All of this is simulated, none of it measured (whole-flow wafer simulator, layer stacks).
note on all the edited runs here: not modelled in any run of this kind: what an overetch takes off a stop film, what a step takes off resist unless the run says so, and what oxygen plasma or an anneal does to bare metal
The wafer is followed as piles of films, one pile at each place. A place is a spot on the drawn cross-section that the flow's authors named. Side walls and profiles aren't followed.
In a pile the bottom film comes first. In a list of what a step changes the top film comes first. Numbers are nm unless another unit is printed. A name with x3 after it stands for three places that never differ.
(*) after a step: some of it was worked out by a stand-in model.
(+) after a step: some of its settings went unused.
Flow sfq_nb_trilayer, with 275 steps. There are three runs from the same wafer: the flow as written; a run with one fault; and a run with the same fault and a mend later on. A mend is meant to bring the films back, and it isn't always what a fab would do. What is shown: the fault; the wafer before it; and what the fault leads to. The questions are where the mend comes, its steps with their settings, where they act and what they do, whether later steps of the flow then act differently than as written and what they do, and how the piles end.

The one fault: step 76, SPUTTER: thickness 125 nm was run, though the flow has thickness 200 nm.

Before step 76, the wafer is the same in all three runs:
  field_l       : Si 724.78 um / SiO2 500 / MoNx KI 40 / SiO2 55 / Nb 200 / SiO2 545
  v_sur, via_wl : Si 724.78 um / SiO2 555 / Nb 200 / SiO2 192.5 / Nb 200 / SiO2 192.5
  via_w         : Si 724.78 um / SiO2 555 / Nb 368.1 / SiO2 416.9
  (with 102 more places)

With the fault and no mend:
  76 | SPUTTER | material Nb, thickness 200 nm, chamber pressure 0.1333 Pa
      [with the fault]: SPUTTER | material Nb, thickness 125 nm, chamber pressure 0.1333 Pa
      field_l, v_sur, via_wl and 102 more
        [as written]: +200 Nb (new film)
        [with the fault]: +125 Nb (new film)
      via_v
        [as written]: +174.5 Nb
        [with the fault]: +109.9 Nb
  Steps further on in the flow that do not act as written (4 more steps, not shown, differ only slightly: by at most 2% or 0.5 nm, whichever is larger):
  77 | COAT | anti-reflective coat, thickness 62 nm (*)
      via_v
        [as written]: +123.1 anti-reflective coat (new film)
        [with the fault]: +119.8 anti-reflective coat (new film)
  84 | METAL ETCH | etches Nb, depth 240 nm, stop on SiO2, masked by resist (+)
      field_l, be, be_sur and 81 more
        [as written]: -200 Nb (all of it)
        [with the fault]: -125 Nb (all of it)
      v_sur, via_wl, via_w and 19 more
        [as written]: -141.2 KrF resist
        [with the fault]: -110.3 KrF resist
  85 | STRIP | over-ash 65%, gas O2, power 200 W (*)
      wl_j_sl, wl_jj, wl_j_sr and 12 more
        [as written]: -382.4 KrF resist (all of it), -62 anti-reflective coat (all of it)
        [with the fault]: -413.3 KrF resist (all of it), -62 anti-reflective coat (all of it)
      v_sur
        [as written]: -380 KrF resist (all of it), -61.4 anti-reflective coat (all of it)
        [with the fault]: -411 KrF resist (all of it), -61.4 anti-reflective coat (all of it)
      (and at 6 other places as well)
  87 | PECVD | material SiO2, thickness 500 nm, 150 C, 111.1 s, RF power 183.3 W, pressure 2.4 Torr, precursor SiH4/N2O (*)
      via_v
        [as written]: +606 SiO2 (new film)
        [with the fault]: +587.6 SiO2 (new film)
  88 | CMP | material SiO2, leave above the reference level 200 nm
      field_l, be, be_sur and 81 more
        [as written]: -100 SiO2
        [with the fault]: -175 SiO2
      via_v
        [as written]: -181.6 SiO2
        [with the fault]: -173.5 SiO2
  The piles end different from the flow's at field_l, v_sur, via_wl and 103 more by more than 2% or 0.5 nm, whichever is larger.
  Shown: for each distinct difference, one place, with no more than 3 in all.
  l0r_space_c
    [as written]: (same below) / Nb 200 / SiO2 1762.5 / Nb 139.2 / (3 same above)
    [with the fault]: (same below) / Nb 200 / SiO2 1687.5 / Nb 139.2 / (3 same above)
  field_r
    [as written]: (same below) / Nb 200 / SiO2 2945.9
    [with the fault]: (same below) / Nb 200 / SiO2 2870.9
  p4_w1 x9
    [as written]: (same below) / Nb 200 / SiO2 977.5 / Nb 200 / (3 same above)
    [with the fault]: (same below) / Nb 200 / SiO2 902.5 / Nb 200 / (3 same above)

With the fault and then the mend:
  After step 76 comes the mend.
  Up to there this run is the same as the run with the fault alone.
  76a | SPUTTER | material Nb, thickness 75 nm, chamber pressure 0.1333 Pa (a further turn of the flow's step 76, with different settings)
      field_l, v_sur, via_wl and 102 more
        +75 Nb
      via_v
        +60.5 Nb
  Later steps of the flow that are run all act as written at every place that is followed, up to a difference of at most 2% or 0.5 nm, whichever is larger.
  The piles end only slightly different from the flow's at the places that both follow, by no more than 2% or 0.5 nm, whichever is larger.
